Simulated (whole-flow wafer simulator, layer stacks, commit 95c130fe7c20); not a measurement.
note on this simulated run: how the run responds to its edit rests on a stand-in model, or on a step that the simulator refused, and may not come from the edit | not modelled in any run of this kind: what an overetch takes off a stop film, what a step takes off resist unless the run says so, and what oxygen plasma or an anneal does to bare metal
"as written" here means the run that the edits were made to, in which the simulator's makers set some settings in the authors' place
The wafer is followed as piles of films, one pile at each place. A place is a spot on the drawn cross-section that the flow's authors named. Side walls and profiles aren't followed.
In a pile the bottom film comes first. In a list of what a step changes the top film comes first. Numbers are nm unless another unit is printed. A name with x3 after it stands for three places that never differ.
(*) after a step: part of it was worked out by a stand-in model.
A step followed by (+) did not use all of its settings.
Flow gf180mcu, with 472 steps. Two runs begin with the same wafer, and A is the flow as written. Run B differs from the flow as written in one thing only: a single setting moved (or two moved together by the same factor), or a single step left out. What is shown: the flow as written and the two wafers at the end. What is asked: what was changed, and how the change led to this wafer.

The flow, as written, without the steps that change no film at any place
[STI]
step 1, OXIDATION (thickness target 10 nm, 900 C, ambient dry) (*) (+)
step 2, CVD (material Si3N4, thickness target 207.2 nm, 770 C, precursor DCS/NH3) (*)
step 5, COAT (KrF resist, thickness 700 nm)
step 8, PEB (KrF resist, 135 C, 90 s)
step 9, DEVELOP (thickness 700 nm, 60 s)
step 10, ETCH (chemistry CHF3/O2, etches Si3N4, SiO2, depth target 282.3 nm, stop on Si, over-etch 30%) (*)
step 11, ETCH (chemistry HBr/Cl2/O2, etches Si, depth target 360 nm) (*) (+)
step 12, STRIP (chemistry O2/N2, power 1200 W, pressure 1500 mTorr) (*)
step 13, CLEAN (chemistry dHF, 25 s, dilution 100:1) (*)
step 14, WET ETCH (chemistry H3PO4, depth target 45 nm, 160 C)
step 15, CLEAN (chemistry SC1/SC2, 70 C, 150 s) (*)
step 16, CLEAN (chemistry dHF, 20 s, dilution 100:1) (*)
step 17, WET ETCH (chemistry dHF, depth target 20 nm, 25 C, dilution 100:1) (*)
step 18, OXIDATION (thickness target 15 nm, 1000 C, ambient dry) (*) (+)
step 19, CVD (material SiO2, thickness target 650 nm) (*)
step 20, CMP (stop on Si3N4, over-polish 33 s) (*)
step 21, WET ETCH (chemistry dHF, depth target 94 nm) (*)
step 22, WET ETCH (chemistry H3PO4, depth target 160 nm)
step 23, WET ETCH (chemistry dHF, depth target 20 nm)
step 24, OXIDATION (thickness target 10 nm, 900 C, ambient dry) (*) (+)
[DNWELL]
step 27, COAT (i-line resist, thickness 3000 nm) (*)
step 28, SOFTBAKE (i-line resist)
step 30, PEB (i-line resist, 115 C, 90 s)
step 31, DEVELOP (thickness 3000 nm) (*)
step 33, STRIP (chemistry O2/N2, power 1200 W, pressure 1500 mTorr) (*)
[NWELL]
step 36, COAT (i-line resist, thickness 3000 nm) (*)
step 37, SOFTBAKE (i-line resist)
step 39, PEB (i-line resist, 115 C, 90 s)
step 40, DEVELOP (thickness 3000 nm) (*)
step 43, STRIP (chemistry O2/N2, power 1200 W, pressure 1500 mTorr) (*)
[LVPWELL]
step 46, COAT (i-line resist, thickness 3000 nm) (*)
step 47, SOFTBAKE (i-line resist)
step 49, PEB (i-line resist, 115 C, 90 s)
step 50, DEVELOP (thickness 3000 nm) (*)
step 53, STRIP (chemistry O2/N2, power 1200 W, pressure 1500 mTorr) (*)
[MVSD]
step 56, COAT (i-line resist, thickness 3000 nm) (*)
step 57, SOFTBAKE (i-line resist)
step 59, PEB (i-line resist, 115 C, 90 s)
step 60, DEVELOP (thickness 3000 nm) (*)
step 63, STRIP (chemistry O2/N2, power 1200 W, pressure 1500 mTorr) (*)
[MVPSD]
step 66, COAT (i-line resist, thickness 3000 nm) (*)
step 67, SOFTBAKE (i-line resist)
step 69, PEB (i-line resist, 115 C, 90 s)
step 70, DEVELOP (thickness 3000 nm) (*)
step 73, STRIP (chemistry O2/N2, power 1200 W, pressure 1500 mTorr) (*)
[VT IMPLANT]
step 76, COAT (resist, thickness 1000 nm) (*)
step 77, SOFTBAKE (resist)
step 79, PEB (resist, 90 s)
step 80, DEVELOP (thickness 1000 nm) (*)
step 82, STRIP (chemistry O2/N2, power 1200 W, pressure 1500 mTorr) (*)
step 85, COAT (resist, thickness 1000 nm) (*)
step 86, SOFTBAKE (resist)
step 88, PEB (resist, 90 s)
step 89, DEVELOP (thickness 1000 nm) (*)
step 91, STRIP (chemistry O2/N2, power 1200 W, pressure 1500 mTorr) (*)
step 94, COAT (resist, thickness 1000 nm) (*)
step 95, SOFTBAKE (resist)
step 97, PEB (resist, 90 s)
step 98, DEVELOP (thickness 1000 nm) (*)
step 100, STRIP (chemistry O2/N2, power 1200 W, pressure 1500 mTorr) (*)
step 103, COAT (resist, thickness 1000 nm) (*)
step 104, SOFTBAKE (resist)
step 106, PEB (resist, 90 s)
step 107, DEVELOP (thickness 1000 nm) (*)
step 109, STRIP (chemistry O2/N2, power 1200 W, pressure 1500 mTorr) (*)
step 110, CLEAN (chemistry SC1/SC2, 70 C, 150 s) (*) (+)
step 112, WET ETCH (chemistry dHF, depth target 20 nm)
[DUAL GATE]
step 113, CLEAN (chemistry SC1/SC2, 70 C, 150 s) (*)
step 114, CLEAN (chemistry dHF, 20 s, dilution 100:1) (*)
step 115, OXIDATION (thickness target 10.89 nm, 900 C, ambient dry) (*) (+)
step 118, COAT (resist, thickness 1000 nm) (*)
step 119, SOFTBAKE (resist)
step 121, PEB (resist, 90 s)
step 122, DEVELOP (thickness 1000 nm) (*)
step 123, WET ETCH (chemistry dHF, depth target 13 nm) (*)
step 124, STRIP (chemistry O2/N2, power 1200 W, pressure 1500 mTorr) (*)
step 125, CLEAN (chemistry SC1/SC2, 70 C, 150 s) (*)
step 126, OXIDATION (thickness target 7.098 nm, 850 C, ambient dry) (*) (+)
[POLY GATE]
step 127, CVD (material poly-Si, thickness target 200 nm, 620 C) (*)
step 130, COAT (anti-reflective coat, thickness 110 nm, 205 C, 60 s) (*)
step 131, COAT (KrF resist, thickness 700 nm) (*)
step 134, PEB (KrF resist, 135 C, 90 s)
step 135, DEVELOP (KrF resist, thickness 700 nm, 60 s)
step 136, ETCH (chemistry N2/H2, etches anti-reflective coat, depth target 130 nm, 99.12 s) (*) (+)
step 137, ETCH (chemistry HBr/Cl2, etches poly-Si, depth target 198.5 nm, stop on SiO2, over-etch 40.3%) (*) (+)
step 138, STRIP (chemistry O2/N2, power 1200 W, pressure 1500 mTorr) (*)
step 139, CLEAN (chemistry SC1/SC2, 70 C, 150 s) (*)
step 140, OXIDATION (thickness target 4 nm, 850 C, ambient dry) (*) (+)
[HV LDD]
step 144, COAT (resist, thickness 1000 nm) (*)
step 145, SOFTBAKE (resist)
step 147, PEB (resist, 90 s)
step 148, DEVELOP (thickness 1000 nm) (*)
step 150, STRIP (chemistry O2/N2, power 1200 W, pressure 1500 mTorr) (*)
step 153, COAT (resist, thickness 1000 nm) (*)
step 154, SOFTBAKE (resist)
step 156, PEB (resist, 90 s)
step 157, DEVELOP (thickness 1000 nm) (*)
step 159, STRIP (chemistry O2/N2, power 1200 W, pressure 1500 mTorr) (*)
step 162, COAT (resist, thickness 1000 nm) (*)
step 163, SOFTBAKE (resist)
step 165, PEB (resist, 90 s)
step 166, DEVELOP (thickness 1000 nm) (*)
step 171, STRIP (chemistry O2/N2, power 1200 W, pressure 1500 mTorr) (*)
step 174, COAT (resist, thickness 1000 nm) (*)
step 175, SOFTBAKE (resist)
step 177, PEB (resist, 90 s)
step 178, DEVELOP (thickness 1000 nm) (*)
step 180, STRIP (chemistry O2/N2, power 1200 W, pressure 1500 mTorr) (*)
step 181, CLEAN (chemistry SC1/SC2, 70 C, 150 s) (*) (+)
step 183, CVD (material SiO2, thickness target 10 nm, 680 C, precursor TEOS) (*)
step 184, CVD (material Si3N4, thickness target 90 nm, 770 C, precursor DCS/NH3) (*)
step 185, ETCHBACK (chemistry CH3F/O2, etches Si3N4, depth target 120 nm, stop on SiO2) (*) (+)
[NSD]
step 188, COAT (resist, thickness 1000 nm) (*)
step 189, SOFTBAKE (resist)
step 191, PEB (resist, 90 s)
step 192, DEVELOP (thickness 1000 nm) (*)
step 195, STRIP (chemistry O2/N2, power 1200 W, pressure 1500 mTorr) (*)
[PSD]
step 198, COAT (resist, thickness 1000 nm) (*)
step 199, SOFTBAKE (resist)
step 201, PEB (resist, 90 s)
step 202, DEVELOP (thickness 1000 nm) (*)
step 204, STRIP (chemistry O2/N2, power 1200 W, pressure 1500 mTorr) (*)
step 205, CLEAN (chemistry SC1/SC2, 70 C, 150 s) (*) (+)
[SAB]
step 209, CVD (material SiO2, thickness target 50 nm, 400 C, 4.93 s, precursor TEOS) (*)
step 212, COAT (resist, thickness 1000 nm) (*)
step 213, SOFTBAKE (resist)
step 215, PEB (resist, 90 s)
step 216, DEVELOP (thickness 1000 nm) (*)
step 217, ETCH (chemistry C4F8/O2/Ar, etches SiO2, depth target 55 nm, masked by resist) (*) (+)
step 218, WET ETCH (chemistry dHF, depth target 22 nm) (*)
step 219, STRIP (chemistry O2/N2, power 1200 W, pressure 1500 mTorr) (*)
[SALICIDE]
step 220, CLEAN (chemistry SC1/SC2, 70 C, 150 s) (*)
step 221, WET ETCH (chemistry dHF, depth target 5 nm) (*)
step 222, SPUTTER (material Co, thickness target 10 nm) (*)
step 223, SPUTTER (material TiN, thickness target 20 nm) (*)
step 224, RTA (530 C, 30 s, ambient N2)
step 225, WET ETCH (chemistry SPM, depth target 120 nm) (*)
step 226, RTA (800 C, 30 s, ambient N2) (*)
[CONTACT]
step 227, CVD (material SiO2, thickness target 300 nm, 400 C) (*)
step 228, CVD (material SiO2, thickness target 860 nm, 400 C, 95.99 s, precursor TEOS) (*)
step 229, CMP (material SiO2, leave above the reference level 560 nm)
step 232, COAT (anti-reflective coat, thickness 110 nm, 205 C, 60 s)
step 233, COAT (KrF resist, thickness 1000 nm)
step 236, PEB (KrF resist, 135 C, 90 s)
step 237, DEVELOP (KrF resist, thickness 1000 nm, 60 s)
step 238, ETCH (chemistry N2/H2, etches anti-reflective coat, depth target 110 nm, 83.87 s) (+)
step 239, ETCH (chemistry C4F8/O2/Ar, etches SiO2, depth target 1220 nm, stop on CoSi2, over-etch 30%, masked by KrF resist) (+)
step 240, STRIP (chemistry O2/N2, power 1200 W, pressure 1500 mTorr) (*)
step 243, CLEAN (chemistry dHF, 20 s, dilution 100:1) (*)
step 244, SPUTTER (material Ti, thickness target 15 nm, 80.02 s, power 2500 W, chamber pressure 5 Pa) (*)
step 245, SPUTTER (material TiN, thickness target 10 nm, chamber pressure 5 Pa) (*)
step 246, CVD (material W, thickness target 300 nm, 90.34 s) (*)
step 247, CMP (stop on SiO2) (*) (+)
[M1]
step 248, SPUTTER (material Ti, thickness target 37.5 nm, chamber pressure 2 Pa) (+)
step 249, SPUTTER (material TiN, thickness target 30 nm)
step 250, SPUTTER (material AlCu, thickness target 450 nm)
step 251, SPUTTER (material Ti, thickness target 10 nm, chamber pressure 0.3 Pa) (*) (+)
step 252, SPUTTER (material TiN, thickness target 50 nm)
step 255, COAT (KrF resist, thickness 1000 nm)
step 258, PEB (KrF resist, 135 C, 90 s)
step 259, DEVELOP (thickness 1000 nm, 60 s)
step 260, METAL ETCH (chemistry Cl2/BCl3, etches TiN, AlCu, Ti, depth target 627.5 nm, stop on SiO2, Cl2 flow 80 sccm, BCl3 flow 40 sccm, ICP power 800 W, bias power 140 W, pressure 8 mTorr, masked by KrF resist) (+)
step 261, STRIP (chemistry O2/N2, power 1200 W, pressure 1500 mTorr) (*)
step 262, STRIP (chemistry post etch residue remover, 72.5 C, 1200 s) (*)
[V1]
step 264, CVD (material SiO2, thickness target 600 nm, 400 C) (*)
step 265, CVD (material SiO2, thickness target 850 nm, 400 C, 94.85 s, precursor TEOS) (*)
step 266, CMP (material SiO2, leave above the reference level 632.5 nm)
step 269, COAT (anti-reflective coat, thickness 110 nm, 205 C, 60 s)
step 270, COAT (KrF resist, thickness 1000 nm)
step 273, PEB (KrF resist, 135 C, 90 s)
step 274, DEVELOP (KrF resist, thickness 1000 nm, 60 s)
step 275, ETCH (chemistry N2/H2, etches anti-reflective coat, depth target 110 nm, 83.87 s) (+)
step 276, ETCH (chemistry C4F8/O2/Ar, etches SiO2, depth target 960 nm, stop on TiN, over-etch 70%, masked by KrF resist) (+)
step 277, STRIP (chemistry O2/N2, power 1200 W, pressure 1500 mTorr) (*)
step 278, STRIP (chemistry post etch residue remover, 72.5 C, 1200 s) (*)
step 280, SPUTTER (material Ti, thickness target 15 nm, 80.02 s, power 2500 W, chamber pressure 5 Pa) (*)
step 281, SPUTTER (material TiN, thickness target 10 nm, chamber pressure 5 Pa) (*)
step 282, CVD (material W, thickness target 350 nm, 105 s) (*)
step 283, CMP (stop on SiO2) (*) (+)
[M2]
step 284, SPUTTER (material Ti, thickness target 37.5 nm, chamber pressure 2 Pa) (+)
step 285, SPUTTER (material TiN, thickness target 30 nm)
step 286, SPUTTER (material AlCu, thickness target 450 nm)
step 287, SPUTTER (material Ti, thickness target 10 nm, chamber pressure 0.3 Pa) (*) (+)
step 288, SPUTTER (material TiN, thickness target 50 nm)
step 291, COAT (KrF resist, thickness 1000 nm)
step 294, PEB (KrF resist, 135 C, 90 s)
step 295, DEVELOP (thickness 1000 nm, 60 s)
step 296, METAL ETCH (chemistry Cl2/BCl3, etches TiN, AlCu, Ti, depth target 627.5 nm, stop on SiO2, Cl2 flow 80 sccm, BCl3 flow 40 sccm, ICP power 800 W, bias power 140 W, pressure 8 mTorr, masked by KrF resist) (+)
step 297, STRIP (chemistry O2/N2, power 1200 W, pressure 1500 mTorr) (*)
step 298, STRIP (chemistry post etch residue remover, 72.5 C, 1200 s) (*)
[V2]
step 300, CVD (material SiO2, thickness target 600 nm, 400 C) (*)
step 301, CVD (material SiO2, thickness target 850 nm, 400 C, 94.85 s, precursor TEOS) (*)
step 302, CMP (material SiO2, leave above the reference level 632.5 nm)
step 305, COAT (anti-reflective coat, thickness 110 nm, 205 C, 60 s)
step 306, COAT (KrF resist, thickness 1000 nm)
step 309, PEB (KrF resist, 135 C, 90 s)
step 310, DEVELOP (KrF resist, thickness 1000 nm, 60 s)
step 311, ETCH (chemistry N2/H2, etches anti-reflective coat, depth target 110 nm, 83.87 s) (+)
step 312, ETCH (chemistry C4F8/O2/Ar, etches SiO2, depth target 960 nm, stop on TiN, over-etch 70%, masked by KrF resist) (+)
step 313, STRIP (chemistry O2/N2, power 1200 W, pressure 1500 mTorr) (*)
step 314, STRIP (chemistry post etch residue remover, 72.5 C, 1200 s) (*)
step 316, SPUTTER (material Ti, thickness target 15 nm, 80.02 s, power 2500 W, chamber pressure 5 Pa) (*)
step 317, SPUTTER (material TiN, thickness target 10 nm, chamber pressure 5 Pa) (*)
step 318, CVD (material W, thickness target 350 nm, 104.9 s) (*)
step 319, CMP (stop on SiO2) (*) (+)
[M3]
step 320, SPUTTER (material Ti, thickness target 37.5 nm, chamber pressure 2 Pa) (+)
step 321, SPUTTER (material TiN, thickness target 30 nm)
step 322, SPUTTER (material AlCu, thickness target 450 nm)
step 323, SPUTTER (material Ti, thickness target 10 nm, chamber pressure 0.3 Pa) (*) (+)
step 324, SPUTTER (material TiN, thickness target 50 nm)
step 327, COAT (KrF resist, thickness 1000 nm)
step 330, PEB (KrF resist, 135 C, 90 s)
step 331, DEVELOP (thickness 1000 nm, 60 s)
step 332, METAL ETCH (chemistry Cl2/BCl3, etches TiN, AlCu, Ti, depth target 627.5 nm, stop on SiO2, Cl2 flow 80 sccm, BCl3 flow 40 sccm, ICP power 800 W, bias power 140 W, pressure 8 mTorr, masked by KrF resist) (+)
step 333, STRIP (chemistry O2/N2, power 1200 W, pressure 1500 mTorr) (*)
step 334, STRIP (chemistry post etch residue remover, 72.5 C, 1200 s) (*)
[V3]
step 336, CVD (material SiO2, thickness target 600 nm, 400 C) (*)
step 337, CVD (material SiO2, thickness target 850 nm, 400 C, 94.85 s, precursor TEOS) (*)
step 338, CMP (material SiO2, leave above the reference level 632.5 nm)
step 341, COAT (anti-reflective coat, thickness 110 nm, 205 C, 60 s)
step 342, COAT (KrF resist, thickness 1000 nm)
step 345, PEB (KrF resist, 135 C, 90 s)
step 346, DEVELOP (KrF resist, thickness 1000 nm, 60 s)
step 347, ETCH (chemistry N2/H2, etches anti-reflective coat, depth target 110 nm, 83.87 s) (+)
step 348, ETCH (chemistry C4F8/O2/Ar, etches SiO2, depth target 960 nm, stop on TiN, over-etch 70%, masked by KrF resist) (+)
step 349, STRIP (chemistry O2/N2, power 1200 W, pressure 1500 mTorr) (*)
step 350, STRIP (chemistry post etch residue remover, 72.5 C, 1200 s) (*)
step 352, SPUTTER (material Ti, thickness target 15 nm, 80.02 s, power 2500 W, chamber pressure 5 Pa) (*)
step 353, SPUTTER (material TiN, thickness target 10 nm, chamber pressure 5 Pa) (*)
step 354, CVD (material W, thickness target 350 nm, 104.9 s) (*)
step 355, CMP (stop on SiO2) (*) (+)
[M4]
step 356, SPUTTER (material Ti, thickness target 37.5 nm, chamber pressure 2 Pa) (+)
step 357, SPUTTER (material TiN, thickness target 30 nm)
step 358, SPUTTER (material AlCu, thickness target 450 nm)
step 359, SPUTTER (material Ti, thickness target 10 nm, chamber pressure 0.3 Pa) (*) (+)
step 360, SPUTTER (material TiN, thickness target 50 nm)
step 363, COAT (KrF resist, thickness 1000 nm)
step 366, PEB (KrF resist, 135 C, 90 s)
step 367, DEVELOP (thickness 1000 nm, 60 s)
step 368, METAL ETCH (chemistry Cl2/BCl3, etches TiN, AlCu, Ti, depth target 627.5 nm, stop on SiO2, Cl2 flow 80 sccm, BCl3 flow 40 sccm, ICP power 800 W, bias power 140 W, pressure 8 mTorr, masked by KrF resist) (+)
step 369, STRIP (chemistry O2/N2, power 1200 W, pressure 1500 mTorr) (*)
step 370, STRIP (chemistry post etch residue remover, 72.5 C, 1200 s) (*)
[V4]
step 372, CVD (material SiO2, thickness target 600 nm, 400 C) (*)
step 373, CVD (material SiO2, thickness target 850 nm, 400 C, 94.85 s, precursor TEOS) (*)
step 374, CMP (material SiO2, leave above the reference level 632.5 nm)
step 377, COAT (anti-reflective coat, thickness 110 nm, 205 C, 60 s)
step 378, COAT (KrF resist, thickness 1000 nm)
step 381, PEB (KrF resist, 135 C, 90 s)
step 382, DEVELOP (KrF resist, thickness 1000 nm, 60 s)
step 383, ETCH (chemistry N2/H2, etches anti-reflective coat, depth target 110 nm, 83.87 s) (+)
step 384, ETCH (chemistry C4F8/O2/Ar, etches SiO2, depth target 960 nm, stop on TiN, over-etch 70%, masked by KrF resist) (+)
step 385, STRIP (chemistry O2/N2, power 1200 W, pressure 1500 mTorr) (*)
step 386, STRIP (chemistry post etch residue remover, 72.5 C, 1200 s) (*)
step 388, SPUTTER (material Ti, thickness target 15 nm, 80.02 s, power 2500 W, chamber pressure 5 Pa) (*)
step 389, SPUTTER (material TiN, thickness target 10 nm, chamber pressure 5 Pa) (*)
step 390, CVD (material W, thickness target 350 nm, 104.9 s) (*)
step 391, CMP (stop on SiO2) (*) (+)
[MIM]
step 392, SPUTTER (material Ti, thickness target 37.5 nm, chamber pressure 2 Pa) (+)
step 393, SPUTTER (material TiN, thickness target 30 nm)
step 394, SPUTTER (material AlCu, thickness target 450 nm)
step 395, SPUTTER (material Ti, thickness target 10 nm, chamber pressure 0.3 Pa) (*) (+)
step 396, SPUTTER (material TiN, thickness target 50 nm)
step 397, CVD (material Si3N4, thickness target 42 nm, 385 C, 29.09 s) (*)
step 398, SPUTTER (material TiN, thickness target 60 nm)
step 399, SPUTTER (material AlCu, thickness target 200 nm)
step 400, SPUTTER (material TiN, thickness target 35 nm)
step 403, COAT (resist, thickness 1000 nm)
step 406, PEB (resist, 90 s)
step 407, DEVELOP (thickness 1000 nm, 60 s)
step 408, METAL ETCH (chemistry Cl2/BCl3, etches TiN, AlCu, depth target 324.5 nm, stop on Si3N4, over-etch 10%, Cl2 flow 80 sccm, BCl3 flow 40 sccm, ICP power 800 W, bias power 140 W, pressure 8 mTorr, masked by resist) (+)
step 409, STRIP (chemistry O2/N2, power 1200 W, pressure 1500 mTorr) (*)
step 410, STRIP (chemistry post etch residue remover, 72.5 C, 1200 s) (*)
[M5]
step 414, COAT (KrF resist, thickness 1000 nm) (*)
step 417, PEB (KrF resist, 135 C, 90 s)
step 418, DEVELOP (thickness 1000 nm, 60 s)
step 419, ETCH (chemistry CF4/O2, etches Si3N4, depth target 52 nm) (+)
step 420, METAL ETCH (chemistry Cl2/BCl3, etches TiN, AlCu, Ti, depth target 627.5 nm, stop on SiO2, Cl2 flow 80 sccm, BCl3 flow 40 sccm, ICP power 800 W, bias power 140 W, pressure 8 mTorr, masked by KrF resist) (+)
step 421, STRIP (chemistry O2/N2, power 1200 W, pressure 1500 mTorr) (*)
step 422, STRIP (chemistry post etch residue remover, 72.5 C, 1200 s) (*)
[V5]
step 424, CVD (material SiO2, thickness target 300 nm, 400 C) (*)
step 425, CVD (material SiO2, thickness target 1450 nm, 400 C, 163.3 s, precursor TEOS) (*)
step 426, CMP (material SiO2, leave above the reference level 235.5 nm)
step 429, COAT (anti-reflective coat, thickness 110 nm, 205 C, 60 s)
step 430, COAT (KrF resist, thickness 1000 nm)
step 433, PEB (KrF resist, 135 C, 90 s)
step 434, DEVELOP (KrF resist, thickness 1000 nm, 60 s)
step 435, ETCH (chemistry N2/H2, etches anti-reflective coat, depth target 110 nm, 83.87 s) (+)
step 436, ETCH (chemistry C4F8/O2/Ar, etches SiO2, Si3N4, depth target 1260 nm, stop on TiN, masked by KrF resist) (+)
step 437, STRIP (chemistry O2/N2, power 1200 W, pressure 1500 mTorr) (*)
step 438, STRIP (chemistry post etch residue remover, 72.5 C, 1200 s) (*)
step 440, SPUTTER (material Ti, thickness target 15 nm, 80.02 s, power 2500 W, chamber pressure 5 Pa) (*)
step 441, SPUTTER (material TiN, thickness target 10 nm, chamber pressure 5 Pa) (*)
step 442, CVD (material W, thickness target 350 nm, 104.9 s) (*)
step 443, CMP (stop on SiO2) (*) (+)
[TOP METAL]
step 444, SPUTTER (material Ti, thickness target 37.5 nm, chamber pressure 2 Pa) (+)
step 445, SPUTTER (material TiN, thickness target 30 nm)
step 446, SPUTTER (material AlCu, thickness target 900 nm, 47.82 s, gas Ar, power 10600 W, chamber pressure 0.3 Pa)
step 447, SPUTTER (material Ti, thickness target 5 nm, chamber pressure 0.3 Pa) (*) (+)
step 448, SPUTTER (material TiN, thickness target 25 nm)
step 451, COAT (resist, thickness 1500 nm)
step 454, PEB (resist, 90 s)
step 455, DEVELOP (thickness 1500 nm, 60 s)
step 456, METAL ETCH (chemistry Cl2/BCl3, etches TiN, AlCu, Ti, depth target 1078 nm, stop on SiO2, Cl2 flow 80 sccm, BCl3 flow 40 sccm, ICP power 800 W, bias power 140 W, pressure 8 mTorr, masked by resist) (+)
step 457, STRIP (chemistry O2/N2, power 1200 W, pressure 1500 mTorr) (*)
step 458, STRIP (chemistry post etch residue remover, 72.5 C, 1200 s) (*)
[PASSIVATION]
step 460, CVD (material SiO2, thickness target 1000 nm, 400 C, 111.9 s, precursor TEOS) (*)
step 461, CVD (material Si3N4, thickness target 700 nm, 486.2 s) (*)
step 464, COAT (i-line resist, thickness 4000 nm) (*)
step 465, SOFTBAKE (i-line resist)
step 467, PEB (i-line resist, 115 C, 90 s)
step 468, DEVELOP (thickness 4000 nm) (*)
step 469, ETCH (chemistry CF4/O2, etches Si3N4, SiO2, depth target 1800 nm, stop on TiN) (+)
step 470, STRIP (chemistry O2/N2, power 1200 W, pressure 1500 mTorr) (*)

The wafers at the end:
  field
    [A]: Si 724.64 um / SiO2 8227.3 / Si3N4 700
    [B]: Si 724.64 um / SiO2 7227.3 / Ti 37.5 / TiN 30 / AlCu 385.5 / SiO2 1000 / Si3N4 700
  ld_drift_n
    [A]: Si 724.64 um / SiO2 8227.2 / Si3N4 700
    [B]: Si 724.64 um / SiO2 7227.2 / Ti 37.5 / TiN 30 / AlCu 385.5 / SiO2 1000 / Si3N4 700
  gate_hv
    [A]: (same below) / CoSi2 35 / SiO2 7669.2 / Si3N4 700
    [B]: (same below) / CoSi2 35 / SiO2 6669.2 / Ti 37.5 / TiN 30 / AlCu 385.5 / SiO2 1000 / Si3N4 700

Cause: step 456, METAL ETCH: depth target 538.8 nm was run, whereas the flow has depth target 1078 nm.

The path from the change to this, step by step:
  step 456, METAL ETCH (chemistry Cl2/BCl3, etches TiN, AlCu, Ti, depth target 1078 nm, stop on SiO2, Cl2 flow 80 sccm, BCl3 flow 40 sccm, ICP power 800 W, bias power 140 W, pressure 8 mTorr, masked by resist) (+)
      field, field__w1, field__w2 and 103 more: A TiN loses 25 (all of it), Ti loses 5 (all of it), AlCu loses 900 (all of it), TiN loses 30 (all of it), Ti loses 37.5 (all of it) | B TiN loses 25 (all of it), Ti loses 5 (all of it), AlCu loses 508.8
      field__w8, contact, m1, m1__w1, pad, m1_nw: A resist loses 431 | B resist loses 215.5
  step 457, STRIP (chemistry O2/N2, power 1200 W, pressure 1500 mTorr) (*)
      field__w8, contact, m1, m1__w1, pad, m1_nw: A resist loses 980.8 (all of it) | B resist loses 1196.2 (all of it)
  step 458, STRIP (chemistry post etch residue remover, 72.5 C, 1200 s) (*)
      field, field__w1, field__w2 and 103 more: A nothing | B AlCu loses 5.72
  step 460, CVD (material SiO2, thickness target 1000 nm, 400 C, 111.9 s, precursor TEOS) (*)
      field, field__w1, field__w2 and 103 more: A SiO2 gains 1000 | B SiO2 gains 1000 (new film)
  step 464, COAT (i-line resist, thickness 4000 nm) (*)
      field: A i-line resist gains 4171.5 (new film) | B i-line resist gains 4079.8 (new film)
      field__w8: A i-line resist gains 3093.1 (new film) | B i-line resist gains 3498.4 (new film)
      (also at 7 further places)
  step 465, SOFTBAKE (i-line resist)
      active: A i-line resist gains 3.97 | B nothing
      field__w5, field__w9: A i-line resist gains 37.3 | B i-line resist gains 16.9
      (also at 66 further places)
  step 467, PEB (i-line resist, 115 C, 90 s)
      field__w8, m1__w1: A i-line resist loses 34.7 | B i-line resist loses 42
      contact, m1: A i-line resist loses 35.1 | B i-line resist loses 42.2
      (also at 2 further places)
  step 468, DEVELOP (thickness 4000 nm) (*)
      pad: A i-line resist loses 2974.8 (all of it) | B i-line resist loses 3417.2 (all of it)
  step 470, STRIP (chemistry O2/N2, power 1200 W, pressure 1500 mTorr) (*)
      field__w8, m1__w1: A i-line resist loses 1787.7 (all of it) | B i-line resist loses 2224.3 (all of it)
      contact: A i-line resist loses 1811.2 (all of it) | B i-line resist loses 2234.3 (all of it)
      (also at 2 further places)
Taking metal films that touch as one body, field has 1 body; the flow as written gives 0 bodies.
Taking metal films that touch as one body, ld_drift_n has 1 body; the flow as written gives 0 bodies.
Taking metal films that touch as one body, gate_hv has 2 bodies (between them, from the top down: SiO2 6669.2); the flow as written gives 1 body.
